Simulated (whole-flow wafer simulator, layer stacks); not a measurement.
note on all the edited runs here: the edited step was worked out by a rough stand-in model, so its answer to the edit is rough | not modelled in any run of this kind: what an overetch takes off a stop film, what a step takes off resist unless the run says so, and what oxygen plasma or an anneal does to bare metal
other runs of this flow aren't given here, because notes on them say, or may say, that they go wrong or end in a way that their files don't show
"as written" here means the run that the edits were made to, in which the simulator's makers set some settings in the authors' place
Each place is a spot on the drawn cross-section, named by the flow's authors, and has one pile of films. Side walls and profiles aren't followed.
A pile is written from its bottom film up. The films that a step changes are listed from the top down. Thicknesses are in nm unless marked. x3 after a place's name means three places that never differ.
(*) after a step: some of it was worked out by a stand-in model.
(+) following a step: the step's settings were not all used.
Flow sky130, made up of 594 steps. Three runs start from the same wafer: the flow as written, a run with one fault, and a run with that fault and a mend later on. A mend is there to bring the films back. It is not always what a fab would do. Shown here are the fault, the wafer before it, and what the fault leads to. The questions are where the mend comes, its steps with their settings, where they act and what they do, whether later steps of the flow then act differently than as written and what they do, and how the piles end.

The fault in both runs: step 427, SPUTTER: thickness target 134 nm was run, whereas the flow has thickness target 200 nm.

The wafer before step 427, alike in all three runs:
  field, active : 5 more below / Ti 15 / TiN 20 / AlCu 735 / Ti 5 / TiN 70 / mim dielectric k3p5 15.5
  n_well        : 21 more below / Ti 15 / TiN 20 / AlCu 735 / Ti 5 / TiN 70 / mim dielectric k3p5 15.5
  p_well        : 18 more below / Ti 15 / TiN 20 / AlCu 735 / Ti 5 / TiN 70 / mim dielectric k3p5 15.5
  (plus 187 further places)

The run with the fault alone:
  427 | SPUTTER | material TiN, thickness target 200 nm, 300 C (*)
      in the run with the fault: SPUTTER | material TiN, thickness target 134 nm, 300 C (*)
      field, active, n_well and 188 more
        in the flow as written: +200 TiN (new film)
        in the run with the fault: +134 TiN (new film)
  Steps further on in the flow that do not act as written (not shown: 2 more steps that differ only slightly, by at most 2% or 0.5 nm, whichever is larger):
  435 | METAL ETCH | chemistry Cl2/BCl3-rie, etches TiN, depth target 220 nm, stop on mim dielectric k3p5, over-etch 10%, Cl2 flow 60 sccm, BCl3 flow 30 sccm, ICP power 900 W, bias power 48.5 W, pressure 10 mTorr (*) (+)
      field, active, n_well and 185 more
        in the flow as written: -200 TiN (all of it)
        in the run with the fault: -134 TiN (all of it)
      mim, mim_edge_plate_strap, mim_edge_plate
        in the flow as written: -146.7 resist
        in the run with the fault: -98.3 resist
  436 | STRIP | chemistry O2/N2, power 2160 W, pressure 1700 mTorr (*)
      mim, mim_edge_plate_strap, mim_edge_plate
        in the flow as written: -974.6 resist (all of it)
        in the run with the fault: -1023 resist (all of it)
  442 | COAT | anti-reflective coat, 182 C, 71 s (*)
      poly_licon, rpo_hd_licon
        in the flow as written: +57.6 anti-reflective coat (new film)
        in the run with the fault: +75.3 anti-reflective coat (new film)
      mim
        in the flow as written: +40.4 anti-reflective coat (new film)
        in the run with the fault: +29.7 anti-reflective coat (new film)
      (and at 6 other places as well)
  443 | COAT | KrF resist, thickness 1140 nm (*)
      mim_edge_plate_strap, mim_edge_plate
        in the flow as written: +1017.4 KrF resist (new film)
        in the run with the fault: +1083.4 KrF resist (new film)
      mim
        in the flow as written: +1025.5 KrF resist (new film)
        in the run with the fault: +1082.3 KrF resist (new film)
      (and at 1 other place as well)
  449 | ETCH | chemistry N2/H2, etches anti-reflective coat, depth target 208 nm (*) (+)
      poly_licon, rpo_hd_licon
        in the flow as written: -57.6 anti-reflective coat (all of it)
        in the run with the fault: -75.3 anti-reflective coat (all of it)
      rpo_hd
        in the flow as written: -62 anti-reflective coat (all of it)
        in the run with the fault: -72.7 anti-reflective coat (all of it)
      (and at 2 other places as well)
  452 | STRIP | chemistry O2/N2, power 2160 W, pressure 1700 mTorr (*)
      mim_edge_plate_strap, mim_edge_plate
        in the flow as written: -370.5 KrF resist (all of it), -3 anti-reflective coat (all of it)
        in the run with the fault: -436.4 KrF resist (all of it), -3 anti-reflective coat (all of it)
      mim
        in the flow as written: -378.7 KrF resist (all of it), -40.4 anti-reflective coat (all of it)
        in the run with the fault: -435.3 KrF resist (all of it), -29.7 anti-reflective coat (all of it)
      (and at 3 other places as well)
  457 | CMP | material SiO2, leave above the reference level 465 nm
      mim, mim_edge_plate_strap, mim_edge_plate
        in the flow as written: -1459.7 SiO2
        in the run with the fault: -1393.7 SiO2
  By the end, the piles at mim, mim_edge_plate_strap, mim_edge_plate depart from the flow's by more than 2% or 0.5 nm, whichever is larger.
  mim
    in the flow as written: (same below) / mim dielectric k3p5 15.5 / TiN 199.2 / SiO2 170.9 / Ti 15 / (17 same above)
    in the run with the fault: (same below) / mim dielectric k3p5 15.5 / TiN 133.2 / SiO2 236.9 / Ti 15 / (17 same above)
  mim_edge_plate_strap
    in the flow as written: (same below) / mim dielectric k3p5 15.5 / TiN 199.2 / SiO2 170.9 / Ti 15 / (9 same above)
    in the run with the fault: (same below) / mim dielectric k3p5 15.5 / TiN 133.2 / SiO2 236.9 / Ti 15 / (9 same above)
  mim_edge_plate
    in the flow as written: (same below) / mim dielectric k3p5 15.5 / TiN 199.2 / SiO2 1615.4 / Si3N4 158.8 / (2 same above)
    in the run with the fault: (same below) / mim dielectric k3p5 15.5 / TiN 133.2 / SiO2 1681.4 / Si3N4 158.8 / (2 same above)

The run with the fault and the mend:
  The mend stands after step 434.
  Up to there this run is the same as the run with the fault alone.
  434a | STRIP | chemistry O2/N2, power 2160 W, pressure 1700 mTorr (*)
      mim, mim_edge_plate_strap, mim_edge_plate
        -1121.3 resist (all of it)
  434b | SPUTTER | material TiN, thickness target 66 nm, 300 C (*) (the flow's step 427, run once more with other settings)
      field, active, n_well and 188 more
        +66 TiN
  434c | HMDS | 120 C, 60 s (the flow's step 429, run once more)
      leaves every film unchanged at each place that is followed
  434d | COAT | resist, thickness 1140 nm (the flow's step 430, run once more)
      field, active, n_well and 186 more
        +1140 resist (new film)
      m1, via2_hole
        +1140.6 resist (new film)
  434e | SOFTBAKE | resist (the flow's step 431, run once more)
      leaves every film unchanged at each place that is followed
  434f | EXPOSE | photomask CAPM, dose 177.7 mJ/cm2, NA 0.6, wavelength 365 nm (*) (the flow's step 432, run once more)
      leaves every film unchanged at each place that is followed
  434g | PEB | resist, 70.3 s (the flow's step 433, run once more)
      field, active, n_well and 188 more
        -18.7 resist
  434h | DEVELOP | resist, thickness 1140 nm, developer TMAH-0.26N, 60 s (the flow's step 434, run once more)
      field, active, n_well and 183 more
        -1121.3 resist (all of it)
      m1, via2_hole
        -1121.9 resist (all of it)
  Later steps of the flow that are run all act as written at every place that is followed.
  At every place that both follow, the piles at the end match the flow's.
